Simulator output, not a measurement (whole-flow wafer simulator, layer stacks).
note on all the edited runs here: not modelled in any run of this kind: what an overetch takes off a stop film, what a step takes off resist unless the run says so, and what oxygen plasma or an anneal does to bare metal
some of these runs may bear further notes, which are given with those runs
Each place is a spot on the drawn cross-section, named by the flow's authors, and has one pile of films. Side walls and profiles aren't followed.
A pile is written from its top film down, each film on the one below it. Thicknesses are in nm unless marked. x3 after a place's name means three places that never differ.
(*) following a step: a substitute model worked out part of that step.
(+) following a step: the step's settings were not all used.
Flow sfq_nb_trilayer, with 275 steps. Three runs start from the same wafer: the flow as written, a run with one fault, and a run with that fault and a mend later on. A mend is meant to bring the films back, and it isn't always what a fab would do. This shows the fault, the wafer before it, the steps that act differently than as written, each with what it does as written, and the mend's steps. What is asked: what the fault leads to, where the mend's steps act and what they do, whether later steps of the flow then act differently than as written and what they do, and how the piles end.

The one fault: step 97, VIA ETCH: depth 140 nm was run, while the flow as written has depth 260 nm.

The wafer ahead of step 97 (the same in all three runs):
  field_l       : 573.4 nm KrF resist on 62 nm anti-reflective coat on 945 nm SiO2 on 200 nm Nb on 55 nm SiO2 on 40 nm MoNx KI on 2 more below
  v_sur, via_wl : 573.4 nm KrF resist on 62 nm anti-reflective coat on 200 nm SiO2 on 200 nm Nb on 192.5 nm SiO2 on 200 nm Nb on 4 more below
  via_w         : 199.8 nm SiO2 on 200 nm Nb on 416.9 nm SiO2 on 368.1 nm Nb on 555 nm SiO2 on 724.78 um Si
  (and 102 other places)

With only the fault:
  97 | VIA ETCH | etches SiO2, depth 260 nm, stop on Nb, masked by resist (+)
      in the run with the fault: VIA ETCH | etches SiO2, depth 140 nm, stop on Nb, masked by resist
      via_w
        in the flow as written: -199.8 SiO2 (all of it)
        in the run with the fault: -140 SiO2
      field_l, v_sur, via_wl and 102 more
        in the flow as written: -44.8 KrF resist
        in the run with the fault: -24.1 KrF resist
  Later steps of the flow acting differently than as written (3 other steps are not shown; they differ only slightly, by no more than 2% or 0.5 nm, whichever is larger):
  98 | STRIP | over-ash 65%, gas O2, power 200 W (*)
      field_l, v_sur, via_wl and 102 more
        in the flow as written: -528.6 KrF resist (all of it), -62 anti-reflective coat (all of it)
        in the run with the fault: -549.3 KrF resist (all of it), -62 anti-reflective coat (all of it)
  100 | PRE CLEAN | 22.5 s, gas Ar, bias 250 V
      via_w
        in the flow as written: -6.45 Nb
        in the run with the fault: -7.5 SiO2
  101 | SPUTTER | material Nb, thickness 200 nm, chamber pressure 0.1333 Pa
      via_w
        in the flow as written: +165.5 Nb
        in the run with the fault: +178.5 Nb (new film)
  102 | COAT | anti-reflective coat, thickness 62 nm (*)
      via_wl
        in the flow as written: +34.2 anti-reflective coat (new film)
        in the run with the fault: +36.2 anti-reflective coat (new film)
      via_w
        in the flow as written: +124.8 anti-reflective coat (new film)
        in the run with the fault: +110.9 anti-reflective coat (new film)
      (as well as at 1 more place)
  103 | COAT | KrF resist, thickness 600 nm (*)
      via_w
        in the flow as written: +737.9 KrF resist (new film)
        in the run with the fault: +689.4 KrF resist (new film)
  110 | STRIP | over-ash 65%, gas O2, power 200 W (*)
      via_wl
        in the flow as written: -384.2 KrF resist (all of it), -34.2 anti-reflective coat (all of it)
        in the run with the fault: -389.4 KrF resist (all of it), -36.2 anti-reflective coat (all of it)
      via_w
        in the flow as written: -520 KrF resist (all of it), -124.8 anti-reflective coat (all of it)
        in the run with the fault: -471.6 KrF resist (all of it), -110.9 anti-reflective coat (all of it)
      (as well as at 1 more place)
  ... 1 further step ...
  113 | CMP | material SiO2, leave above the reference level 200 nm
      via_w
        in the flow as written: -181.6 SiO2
        in the run with the fault: -157.1 SiO2
  At via_w, the piles at the end differ from the flow's by more than 2% or 0.5 nm, whichever is larger.
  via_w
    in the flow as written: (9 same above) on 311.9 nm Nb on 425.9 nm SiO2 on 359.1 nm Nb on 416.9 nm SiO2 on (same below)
    in the run with the fault: (9 same above) on 311.9 nm Nb on 354.2 nm SiO2 on 178.5 nm Nb on 52.3 nm SiO2 on 200 nm Nb on 416.9 nm SiO2 on (same below)

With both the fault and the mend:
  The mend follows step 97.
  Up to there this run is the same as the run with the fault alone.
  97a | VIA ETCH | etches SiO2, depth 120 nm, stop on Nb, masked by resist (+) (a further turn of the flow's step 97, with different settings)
      field_l, v_sur, via_wl and 102 more
        -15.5 KrF resist
      via_w
        -59.8 SiO2 (all of it)
  None of the later steps of the flow differs from how it acts as written, at any place that is followed, by more than 2% or 0.5 nm, whichever is larger.
  By the end, the piles equal the flow's at every place that both follow.
